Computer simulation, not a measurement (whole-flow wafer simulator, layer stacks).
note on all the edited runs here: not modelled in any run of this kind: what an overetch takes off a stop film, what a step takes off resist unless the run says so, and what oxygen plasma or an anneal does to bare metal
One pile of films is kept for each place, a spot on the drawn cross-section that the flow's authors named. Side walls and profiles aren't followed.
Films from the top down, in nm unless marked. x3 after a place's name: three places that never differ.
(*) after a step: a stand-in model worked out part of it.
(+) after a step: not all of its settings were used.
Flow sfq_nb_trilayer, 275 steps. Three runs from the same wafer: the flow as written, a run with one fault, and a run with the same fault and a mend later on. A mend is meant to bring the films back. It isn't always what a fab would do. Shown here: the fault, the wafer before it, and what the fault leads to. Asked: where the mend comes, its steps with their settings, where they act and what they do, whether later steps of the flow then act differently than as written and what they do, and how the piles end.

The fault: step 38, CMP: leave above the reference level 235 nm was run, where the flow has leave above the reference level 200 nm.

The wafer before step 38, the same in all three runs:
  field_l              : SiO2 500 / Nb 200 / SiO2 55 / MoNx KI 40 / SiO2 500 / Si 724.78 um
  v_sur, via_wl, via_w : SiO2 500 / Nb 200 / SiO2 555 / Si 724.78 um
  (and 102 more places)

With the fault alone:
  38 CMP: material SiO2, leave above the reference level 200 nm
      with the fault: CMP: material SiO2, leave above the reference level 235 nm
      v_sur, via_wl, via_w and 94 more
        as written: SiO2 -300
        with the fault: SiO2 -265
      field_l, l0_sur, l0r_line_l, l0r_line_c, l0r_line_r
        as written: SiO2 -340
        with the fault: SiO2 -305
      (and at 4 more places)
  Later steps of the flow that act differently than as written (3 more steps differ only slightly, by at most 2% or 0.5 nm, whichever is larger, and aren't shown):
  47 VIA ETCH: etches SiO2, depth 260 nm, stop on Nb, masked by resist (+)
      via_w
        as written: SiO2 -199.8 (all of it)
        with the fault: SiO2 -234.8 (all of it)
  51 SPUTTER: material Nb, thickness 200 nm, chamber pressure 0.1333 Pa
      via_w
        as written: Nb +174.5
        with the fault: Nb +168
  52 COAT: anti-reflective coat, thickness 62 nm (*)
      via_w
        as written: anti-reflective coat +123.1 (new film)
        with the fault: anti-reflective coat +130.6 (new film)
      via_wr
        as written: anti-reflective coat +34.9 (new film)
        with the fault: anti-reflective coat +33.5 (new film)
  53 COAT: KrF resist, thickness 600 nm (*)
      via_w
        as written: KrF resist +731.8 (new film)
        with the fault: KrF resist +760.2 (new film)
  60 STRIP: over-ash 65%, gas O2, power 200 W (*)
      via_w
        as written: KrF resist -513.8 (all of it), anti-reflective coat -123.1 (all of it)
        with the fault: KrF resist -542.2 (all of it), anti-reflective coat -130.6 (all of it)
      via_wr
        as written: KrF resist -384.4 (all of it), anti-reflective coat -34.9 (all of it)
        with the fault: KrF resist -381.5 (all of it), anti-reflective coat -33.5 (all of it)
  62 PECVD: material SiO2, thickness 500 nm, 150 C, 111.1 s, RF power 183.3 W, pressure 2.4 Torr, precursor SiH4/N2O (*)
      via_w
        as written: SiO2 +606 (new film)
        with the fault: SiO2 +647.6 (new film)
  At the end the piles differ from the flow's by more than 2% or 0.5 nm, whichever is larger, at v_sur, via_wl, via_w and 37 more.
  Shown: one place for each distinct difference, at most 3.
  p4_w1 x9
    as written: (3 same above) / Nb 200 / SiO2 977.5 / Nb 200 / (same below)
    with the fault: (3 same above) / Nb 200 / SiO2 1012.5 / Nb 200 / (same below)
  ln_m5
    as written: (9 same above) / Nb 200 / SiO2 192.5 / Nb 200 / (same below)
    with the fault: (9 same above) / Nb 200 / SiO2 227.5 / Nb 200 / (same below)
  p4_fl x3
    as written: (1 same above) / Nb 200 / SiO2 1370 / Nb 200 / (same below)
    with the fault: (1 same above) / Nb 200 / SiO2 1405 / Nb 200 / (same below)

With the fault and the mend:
  The mend comes after step 39.
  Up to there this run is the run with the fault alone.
  39a CMP: material SiO2, leave above the reference level 200 nm (the flow's step 38 once more)
      field_l, v_sur, via_wl and 103 more
        SiO2 -35
  No later step of the flow acts differently than as written at any place that is followed.
  At the end the piles are the same as the flow's at every place that both follow.
